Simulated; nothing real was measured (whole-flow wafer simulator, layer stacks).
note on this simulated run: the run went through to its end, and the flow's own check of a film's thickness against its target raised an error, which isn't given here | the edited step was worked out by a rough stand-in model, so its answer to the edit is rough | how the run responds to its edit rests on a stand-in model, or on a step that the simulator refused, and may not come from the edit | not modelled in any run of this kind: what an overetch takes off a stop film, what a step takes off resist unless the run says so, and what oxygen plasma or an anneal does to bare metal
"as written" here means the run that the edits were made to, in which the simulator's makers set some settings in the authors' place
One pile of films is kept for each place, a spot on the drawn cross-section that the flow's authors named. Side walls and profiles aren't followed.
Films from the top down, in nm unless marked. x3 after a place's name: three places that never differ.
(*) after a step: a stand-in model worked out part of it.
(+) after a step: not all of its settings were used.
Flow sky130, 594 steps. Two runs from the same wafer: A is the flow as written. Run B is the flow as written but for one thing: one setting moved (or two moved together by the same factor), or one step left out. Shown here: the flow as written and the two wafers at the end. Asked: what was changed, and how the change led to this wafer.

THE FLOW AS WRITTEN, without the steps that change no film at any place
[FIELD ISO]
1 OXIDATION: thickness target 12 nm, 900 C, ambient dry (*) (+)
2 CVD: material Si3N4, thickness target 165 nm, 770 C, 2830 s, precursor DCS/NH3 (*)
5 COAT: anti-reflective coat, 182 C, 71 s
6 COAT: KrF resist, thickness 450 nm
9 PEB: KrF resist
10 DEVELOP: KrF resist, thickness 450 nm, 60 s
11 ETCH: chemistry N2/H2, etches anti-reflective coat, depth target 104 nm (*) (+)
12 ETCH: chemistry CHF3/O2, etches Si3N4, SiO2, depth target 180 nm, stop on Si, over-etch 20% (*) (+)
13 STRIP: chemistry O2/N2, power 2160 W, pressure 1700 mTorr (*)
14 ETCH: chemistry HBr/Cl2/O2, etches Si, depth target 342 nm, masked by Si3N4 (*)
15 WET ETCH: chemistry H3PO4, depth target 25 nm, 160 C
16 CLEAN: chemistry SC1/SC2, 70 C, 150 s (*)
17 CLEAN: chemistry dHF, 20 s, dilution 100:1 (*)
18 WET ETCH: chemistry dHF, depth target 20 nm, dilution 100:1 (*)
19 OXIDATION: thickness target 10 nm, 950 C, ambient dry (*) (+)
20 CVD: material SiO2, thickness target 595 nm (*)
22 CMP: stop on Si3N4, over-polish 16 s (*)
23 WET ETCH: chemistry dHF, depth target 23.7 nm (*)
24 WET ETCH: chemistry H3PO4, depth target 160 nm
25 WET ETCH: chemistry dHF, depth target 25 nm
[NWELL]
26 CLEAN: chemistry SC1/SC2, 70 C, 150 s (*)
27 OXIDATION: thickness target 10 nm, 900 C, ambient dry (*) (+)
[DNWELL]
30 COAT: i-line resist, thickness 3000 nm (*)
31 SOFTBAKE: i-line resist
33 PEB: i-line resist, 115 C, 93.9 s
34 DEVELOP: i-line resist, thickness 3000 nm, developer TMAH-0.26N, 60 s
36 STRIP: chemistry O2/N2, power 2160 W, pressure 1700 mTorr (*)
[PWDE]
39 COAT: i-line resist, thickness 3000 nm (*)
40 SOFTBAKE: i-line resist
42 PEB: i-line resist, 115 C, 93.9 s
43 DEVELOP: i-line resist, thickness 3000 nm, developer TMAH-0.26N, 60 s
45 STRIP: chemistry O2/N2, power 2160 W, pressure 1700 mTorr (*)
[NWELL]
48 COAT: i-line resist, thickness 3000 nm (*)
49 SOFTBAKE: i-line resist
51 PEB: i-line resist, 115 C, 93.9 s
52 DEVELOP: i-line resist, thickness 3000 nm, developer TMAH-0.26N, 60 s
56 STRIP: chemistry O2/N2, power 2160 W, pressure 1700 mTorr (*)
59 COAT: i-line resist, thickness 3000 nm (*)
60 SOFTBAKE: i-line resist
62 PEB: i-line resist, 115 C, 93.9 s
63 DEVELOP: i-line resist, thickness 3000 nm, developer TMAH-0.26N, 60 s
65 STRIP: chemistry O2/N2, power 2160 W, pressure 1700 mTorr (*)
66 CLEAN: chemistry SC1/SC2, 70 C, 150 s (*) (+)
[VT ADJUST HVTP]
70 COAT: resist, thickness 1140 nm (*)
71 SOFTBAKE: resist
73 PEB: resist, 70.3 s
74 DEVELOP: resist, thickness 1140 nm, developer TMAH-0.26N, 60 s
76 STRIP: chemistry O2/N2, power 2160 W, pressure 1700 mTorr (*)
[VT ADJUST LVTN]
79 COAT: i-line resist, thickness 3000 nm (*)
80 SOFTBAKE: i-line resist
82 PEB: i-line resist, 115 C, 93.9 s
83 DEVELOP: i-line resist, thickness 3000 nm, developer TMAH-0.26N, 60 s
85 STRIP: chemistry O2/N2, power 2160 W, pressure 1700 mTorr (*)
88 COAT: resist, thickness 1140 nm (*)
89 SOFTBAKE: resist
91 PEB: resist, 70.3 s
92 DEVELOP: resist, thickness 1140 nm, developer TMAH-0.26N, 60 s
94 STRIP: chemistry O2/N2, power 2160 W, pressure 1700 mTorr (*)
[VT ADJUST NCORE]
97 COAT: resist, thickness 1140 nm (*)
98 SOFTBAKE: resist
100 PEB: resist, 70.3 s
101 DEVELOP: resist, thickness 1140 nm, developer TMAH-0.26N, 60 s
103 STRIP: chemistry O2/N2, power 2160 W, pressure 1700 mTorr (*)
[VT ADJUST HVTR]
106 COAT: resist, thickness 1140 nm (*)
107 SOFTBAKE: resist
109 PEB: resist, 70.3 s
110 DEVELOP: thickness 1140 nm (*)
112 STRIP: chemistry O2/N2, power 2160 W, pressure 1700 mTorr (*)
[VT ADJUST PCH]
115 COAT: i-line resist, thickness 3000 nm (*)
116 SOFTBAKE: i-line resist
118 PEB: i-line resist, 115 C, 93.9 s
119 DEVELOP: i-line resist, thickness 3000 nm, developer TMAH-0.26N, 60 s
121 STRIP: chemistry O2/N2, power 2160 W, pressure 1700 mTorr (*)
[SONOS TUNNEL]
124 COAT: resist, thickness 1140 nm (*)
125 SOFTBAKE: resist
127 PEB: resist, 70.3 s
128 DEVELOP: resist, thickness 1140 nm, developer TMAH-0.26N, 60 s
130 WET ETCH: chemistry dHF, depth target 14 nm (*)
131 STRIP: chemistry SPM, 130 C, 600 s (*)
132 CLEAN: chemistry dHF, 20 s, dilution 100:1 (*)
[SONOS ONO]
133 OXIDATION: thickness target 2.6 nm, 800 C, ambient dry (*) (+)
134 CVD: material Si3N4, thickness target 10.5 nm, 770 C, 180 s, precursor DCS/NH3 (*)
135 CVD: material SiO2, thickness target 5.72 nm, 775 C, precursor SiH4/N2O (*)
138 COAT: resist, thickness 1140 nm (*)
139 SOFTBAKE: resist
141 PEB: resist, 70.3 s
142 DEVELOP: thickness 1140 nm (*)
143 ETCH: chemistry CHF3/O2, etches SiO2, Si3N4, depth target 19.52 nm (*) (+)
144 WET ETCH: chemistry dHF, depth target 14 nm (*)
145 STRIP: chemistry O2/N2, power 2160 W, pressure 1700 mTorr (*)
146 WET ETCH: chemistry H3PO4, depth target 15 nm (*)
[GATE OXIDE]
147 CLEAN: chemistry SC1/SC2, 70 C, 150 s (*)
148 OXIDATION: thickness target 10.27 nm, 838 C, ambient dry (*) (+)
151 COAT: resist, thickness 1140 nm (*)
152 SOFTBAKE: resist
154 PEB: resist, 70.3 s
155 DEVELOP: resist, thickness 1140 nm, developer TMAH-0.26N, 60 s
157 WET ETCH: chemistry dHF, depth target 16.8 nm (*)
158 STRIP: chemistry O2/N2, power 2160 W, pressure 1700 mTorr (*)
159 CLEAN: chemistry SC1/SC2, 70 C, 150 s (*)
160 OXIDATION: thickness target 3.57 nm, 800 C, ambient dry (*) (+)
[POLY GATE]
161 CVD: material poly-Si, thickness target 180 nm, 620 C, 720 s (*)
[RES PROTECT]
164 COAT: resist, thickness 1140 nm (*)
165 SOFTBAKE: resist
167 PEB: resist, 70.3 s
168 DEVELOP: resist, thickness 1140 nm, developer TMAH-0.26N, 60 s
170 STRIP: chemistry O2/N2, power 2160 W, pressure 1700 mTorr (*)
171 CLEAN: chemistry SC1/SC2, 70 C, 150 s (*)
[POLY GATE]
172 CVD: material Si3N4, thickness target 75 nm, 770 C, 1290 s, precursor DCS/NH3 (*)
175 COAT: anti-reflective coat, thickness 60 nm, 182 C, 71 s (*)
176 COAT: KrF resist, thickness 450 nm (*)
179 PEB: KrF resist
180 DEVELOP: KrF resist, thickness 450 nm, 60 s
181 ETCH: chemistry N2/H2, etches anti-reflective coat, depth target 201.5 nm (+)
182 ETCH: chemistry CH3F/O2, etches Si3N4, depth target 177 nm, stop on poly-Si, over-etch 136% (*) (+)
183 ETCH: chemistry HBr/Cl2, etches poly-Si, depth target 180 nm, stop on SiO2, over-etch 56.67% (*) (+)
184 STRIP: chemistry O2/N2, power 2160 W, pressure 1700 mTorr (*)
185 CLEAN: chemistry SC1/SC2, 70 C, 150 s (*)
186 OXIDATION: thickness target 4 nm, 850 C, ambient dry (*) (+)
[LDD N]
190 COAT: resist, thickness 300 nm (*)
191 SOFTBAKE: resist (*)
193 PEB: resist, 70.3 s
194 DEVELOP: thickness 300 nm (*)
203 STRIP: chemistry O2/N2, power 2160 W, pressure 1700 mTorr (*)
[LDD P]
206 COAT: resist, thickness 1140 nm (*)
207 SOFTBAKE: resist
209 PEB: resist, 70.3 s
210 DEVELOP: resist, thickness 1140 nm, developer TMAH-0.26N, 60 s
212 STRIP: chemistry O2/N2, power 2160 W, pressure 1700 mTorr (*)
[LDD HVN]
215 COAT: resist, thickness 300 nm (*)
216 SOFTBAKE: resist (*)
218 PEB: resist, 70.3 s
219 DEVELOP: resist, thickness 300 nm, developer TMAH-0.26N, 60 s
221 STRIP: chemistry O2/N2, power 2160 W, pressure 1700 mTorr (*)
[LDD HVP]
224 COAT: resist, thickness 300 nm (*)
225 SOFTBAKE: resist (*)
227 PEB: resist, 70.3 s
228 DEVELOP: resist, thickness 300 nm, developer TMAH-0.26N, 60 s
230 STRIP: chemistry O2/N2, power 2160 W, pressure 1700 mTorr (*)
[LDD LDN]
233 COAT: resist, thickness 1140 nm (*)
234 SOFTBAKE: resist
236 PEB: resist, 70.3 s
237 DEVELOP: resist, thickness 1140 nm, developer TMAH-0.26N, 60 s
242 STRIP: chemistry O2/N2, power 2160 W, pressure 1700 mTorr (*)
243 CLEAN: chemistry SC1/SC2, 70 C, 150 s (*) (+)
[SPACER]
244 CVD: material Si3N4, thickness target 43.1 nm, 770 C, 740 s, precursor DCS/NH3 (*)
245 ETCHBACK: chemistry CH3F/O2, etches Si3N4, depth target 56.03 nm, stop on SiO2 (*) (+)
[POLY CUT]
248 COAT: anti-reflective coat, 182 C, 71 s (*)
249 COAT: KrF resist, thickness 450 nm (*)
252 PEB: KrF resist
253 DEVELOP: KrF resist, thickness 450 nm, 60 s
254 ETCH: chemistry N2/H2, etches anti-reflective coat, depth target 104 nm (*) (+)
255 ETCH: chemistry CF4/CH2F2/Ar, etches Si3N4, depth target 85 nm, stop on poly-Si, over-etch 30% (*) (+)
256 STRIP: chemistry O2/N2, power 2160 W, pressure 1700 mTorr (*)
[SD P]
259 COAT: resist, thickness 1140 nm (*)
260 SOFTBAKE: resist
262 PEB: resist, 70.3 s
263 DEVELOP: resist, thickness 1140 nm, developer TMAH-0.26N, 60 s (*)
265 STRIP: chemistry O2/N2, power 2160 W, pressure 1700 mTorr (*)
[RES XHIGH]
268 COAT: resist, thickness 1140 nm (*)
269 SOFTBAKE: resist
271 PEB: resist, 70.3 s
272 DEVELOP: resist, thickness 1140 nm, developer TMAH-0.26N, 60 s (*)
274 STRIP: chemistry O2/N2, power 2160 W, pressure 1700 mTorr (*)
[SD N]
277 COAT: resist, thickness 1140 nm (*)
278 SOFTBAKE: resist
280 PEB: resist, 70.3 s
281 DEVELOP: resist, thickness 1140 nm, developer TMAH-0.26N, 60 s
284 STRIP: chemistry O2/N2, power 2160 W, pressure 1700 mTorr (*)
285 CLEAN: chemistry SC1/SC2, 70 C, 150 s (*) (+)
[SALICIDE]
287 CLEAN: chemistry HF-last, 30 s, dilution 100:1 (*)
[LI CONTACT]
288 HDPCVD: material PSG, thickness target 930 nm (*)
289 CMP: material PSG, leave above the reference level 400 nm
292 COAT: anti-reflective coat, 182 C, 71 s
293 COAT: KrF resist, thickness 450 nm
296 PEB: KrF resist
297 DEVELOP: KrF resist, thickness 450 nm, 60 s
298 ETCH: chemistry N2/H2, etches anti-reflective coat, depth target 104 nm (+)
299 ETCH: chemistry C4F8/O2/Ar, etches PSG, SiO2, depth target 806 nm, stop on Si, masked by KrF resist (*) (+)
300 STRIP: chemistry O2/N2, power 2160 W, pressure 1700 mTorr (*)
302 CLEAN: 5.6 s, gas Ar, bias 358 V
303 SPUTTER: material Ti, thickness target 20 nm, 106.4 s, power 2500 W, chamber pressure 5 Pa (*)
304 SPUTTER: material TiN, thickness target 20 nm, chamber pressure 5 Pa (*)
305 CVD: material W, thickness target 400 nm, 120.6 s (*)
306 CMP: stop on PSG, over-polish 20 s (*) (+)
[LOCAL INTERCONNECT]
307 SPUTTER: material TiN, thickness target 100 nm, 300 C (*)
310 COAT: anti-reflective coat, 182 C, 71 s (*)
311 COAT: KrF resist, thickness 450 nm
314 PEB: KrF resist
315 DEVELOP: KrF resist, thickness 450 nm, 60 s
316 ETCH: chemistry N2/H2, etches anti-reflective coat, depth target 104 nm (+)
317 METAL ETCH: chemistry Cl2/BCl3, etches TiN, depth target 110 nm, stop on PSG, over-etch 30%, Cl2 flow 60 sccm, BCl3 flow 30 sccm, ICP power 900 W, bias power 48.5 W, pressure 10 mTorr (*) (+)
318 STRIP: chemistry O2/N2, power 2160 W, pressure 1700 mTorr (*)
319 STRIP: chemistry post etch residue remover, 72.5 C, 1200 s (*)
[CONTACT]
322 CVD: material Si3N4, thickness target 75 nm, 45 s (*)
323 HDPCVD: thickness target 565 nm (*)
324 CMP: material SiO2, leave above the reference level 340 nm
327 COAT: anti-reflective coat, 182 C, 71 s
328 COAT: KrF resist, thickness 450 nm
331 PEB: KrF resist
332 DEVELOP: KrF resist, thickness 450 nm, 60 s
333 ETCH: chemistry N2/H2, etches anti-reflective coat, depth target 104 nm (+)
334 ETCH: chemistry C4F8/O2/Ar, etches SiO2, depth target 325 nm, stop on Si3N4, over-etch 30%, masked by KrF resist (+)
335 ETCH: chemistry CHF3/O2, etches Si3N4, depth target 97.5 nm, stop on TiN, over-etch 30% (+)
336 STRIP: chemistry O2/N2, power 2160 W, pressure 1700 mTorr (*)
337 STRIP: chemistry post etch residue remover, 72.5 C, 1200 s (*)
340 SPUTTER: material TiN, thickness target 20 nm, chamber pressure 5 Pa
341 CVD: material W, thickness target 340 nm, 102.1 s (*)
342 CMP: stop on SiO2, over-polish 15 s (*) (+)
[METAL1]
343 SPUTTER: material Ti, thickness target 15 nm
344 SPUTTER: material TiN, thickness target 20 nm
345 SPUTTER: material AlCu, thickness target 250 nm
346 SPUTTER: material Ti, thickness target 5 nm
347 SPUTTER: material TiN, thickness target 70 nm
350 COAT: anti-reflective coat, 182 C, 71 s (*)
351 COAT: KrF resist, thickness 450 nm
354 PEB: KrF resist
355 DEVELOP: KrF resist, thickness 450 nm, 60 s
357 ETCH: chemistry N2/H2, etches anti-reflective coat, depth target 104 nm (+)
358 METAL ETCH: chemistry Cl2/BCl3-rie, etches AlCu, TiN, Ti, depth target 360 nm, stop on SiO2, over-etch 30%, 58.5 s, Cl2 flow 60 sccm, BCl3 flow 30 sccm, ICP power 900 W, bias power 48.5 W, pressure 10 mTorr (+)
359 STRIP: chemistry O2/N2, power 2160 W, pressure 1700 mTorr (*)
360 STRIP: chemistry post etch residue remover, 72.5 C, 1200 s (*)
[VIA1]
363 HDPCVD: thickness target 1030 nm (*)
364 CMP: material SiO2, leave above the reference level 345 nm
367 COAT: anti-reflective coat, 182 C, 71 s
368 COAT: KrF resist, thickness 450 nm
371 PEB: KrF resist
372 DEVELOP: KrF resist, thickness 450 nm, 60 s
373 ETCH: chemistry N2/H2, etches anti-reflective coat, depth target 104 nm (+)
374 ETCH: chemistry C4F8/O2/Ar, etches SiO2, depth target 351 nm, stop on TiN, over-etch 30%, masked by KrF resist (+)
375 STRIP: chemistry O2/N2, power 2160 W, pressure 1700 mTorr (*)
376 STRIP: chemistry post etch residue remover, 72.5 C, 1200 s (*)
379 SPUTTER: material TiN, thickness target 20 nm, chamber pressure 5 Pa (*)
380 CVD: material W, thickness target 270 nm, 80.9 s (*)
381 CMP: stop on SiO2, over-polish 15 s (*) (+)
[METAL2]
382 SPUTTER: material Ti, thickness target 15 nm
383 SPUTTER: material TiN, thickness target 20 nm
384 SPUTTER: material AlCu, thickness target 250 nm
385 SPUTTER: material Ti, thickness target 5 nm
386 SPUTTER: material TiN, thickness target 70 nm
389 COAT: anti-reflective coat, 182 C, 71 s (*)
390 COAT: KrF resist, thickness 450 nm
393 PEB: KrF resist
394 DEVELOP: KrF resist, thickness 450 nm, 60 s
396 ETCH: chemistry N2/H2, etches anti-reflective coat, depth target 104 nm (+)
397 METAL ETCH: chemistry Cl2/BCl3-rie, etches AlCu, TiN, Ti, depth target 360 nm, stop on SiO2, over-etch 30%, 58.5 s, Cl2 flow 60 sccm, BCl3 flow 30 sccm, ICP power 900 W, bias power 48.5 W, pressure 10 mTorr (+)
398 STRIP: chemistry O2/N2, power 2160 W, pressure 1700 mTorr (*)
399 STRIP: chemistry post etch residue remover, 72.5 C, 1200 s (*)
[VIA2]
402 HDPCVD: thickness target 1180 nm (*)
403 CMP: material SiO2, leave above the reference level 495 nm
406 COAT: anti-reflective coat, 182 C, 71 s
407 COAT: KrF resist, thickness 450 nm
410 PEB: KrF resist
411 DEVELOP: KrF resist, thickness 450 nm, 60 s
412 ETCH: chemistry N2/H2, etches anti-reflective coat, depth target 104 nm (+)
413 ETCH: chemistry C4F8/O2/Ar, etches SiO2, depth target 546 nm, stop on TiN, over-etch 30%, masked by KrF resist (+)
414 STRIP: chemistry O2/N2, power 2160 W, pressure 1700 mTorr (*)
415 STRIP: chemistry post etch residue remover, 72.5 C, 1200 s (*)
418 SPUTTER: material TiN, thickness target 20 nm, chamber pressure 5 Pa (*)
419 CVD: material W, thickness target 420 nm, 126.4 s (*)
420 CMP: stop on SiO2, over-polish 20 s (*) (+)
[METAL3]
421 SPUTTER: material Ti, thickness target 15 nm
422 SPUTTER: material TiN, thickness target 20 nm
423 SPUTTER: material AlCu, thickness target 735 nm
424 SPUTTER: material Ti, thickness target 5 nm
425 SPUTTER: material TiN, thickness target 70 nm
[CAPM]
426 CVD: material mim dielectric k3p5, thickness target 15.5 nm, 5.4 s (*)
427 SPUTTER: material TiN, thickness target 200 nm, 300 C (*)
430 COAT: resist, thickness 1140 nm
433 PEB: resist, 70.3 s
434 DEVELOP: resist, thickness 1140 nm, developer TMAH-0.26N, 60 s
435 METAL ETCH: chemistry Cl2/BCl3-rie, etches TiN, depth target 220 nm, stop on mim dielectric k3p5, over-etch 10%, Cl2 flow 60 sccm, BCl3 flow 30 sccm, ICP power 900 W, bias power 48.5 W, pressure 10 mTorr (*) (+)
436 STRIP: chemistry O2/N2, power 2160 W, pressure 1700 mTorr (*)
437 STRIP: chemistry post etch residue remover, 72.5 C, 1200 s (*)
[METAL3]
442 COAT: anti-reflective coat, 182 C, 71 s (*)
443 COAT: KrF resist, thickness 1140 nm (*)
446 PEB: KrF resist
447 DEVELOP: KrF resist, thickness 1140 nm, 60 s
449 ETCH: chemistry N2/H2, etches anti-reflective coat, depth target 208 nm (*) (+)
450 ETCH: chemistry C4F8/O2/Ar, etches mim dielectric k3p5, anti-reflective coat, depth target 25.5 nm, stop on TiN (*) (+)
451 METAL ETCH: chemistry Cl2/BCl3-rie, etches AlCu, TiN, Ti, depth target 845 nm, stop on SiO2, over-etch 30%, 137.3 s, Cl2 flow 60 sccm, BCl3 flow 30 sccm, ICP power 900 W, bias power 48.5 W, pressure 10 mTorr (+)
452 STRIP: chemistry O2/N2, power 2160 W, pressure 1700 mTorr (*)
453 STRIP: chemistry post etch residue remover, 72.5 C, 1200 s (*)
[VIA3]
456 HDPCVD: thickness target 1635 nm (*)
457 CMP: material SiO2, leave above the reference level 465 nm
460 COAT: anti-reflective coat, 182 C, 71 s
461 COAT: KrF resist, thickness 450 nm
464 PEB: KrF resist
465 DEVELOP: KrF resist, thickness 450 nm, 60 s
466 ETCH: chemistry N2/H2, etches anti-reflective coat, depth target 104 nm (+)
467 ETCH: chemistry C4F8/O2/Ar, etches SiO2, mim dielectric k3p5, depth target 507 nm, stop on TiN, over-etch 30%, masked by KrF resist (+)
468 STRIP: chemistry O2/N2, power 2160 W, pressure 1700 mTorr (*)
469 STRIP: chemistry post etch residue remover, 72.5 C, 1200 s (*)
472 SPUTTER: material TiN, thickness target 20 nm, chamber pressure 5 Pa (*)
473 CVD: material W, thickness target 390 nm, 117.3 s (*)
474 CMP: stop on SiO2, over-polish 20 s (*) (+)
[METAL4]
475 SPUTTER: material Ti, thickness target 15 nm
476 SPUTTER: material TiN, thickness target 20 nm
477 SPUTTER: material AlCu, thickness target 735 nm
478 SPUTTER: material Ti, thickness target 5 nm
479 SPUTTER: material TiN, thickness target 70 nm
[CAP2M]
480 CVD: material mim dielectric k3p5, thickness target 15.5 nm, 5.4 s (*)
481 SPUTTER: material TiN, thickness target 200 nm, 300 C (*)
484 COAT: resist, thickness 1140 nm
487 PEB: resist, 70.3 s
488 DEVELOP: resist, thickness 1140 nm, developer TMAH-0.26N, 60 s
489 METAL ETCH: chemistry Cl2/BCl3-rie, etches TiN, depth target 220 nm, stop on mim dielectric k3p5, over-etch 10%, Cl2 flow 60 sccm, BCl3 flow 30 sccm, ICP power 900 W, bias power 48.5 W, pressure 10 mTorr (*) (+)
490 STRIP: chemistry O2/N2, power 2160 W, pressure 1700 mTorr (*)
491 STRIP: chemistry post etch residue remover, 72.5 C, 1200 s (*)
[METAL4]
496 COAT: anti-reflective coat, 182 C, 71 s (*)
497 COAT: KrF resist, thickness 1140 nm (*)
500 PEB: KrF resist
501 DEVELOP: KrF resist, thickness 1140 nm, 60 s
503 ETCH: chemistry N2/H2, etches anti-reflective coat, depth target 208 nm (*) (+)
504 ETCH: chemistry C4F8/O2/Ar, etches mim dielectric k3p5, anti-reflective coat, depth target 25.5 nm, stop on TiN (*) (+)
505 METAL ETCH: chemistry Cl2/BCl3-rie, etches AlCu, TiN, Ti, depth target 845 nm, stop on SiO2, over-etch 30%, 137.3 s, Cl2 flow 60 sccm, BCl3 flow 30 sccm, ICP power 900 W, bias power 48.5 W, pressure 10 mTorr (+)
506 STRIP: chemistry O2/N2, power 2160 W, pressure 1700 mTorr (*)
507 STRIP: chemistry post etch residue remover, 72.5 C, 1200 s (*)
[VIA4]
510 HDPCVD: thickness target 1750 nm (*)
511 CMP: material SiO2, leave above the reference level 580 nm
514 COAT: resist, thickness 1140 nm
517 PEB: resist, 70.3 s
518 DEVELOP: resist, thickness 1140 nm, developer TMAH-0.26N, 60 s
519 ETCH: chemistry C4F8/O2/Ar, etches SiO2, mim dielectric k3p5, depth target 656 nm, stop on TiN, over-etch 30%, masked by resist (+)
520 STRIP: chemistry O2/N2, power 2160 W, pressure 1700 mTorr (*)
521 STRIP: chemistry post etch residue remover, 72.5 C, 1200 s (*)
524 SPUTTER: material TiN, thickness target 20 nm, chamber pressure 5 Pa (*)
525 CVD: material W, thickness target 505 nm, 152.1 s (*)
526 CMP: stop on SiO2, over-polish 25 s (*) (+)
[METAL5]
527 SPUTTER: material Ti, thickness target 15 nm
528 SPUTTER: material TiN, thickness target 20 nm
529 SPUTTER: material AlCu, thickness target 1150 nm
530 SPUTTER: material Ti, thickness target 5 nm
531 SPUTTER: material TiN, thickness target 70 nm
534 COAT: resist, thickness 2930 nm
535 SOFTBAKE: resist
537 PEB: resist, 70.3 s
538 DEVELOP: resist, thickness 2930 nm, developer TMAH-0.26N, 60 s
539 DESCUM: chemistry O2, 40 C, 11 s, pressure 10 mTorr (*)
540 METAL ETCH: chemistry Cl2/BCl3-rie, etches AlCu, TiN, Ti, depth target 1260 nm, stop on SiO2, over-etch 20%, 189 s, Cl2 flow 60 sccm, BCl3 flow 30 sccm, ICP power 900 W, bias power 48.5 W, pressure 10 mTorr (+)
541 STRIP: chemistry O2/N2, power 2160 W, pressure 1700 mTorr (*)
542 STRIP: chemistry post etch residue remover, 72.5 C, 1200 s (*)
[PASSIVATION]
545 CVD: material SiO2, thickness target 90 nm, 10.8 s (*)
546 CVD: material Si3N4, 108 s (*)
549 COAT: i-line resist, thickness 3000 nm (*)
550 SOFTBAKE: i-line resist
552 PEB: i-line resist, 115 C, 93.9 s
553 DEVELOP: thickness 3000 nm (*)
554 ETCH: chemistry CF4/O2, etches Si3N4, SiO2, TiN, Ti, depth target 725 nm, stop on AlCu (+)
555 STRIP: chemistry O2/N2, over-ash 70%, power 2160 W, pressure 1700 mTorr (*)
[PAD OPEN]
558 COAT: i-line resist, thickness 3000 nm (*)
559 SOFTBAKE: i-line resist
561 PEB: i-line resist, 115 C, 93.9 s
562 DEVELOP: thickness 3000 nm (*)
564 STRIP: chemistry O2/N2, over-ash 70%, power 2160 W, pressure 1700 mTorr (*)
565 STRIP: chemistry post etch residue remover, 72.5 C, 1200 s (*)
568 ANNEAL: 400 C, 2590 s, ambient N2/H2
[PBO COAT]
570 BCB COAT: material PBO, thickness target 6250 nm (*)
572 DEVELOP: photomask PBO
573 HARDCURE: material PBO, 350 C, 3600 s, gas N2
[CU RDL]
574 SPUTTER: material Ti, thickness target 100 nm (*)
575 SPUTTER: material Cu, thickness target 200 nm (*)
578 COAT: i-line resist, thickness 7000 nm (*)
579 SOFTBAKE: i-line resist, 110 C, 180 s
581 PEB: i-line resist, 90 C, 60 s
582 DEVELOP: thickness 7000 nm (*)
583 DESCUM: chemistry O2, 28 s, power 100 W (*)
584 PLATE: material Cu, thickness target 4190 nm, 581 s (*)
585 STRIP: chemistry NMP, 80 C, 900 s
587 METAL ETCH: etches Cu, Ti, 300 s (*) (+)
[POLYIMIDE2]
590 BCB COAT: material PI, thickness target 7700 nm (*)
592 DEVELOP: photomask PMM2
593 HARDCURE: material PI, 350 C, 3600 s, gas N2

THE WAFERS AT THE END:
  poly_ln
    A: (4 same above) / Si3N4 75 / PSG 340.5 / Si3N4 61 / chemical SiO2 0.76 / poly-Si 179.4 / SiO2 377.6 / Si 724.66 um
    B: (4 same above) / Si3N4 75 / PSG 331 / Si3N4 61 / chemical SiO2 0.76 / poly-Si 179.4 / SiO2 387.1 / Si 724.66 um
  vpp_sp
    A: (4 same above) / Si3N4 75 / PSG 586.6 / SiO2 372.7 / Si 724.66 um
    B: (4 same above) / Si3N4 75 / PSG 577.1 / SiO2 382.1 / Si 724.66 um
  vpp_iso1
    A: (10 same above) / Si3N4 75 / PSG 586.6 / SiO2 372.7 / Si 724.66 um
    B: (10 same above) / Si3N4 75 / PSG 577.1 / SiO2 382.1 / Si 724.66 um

The cause: step 23, WET ETCH: depth target 14.2 nm was run, where the flow has depth target 23.7 nm.

How the change led to this, step by step:
  23 WET ETCH: chemistry dHF, depth target 23.7 nm (*)
      active, n_well, p_well and 100 more: A Si3N4 -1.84 | B Si3N4 -1.13
      field, mim, iso_guard and 84 more: A SiO2 -23.7 | B SiO2 -14.2
  31 SOFTBAKE: i-line resist
      gate_p_g5v0, sonos_guard_x: A i-line resist +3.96 | B i-line resist +4.5
      m1: A i-line resist +5.34 | B i-line resist +6.03
      (and at 69 more places)
  40 SOFTBAKE: i-line resist
      gate_p_g5v0, sonos_guard_x: A i-line resist +3.96 | B i-line resist +4.5
      m1: A i-line resist +5.34 | B i-line resist +6.03
      (and at 69 more places)
  49 SOFTBAKE: i-line resist
      gate_p_g5v0, sonos_guard_x: A i-line resist +3.96 | B i-line resist +4.5
      m1: A i-line resist +5.34 | B i-line resist +6.03
      (and at 69 more places)
  60 SOFTBAKE: i-line resist
      gate_p_g5v0, sonos_guard_x: A i-line resist +3.96 | B i-line resist +4.5
      m1: A i-line resist +5.34 | B i-line resist +6.03
      (and at 69 more places)
  71 SOFTBAKE: resist
      gate_hv_pwblk: A resist +4.5 | B resist +5.1
      ndiff_licon_cpp: A resist +4.39 | B resist +4.95
      (and at 3 more places)
  80 SOFTBAKE: i-line resist
      m1: A i-line resist +5.35 | B i-line resist +6.04
      sonos_cell: A i-line resist +6.18 | B i-line resist +6.98
      (and at 67 more places)
  89 SOFTBAKE: resist
      gate_hv_pwblk: A resist +4.5 | B resist +5.1
      ndiff_licon_cpp: A resist +4.39 | B resist +4.95
      (and at 3 more places)
  98 SOFTBAKE: resist
      gate_hv_pwblk: A resist +4.5 | B resist +5.1
      ndiff_licon_cpp: A resist +4.39 | B resist +4.95
      (and at 3 more places)
  107 SOFTBAKE: resist
      gate_hv_pwblk: A resist +4.5 | B resist +5.1
      ndiff_licon_cpp: A resist +4.39 | B resist +4.95
      (and at 3 more places)
  116 SOFTBAKE: i-line resist
      m1: A i-line resist +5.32 | B i-line resist +6.01
      sonos_cell: A i-line resist +6.16 | B i-line resist +6.95
      (and at 68 more places)
  125 SOFTBAKE: resist
      gate_hv_pwblk: A resist +4.5 | B resist +5.1
      ndiff_licon_cpp: A resist +4.39 | B resist +4.95
      (and at 3 more places)
  139 SOFTBAKE: resist
      gate_hv_pwblk: A resist +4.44 | B resist +5.05
      ndiff_licon_cpp: A resist +4.26 | B resist +4.81
      (and at 3 more places)
  152 SOFTBAKE: resist
      gate_hv_pwblk: A resist +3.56 | B resist +4.17
      ndiff_licon_cpp: A resist +3.51 | B resist +4.07
      (and at 3 more places)
  161 CVD: material poly-Si, thickness target 180 nm, 620 C, 720 s (*)
      ndiff_dn: A poly-Si +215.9 (new film) | B poly-Si +225.4 (new film)
  165 SOFTBAKE: resist
      gate_hv_pwblk: A resist +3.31 | B resist +3.9
      gate_hv_iso: A resist +3.1 | B resist +3.62
      (and at 2 more places)
  ... 23 more steps ...
  306 CMP: stop on PSG, over-polish 20 s (*) (+)
      poly_licon: A W -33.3 | B W -42.8
